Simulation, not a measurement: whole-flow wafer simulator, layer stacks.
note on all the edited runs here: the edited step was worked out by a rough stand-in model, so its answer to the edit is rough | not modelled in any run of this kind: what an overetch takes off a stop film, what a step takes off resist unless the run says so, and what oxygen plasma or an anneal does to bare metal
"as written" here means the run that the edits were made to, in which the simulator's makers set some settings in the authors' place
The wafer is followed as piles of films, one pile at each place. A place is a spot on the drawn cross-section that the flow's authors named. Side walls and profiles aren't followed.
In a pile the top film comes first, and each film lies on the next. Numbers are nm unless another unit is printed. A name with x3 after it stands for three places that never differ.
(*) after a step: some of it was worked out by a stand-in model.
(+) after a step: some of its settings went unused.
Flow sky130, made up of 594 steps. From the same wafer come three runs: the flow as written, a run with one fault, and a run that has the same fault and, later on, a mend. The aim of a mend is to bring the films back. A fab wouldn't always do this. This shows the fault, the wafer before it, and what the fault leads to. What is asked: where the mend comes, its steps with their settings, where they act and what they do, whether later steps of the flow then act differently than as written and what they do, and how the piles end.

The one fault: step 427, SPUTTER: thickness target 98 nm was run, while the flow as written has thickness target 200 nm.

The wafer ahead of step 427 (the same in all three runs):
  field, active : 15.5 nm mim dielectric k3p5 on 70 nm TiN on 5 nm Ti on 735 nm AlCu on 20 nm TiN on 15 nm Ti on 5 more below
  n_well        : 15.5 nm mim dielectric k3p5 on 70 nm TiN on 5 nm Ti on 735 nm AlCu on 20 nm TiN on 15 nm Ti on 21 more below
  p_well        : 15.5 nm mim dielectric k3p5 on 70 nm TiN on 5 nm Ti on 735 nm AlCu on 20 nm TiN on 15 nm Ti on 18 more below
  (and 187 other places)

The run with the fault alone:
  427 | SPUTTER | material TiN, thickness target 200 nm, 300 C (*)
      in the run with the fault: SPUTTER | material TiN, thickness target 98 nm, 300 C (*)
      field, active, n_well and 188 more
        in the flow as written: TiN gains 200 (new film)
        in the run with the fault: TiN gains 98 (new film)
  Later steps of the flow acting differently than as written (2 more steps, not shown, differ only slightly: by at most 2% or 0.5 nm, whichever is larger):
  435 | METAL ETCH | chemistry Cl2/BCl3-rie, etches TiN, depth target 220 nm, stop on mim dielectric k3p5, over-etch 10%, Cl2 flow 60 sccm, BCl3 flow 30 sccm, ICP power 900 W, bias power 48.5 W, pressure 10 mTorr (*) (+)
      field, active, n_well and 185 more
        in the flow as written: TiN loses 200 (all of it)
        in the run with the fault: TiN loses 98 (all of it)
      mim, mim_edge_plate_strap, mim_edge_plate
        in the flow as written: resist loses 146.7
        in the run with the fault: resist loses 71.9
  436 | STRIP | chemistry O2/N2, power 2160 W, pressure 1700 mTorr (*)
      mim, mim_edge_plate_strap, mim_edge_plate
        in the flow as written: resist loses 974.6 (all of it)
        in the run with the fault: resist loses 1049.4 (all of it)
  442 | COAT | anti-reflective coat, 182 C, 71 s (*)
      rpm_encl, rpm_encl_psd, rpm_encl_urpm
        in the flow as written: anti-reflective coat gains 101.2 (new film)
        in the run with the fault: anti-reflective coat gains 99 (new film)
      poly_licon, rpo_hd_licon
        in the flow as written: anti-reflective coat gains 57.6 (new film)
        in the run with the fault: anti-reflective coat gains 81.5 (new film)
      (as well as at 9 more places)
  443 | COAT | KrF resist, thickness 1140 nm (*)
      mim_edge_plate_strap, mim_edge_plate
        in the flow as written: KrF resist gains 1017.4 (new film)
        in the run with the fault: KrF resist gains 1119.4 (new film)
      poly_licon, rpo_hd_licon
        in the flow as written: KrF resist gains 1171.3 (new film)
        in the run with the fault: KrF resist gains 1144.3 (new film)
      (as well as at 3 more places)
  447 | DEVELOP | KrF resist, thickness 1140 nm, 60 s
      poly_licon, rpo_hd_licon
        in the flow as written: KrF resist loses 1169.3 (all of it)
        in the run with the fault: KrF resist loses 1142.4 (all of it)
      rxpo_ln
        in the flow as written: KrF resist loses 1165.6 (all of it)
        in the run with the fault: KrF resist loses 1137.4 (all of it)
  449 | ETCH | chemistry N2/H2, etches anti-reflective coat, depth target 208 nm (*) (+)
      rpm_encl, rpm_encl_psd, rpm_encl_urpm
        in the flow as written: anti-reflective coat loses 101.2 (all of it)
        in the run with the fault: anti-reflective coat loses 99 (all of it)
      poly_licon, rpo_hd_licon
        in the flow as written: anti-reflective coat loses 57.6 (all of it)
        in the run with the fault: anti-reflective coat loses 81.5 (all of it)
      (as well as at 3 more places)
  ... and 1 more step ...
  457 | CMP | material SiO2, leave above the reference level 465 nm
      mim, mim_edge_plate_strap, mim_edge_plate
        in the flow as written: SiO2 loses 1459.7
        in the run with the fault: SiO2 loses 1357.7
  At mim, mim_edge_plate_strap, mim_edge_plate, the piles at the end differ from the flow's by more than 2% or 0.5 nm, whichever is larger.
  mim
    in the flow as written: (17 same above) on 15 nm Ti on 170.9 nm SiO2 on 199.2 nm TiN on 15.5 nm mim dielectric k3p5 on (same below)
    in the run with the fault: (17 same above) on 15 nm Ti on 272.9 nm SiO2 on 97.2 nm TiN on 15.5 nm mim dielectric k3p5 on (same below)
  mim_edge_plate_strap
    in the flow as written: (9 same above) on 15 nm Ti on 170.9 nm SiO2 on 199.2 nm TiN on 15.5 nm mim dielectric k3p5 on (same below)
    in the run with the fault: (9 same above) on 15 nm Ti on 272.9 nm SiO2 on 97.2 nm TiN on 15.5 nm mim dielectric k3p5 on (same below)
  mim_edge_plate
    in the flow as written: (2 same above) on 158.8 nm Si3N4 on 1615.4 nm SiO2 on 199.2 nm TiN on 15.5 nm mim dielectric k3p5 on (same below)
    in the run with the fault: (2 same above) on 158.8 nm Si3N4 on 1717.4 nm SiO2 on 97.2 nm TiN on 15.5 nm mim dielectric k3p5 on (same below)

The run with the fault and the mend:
  The mend stands after step 427.
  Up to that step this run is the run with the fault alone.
  427a | SPUTTER | material TiN, thickness target 102 nm, 300 C (*) (the flow's step 427 again, with other settings)
      field, active, n_well and 188 more
        TiN gains 102
  None of the later steps of the flow acts differently than as written at any place that is followed.
  At every place that both follow, the piles at the end match the flow's.
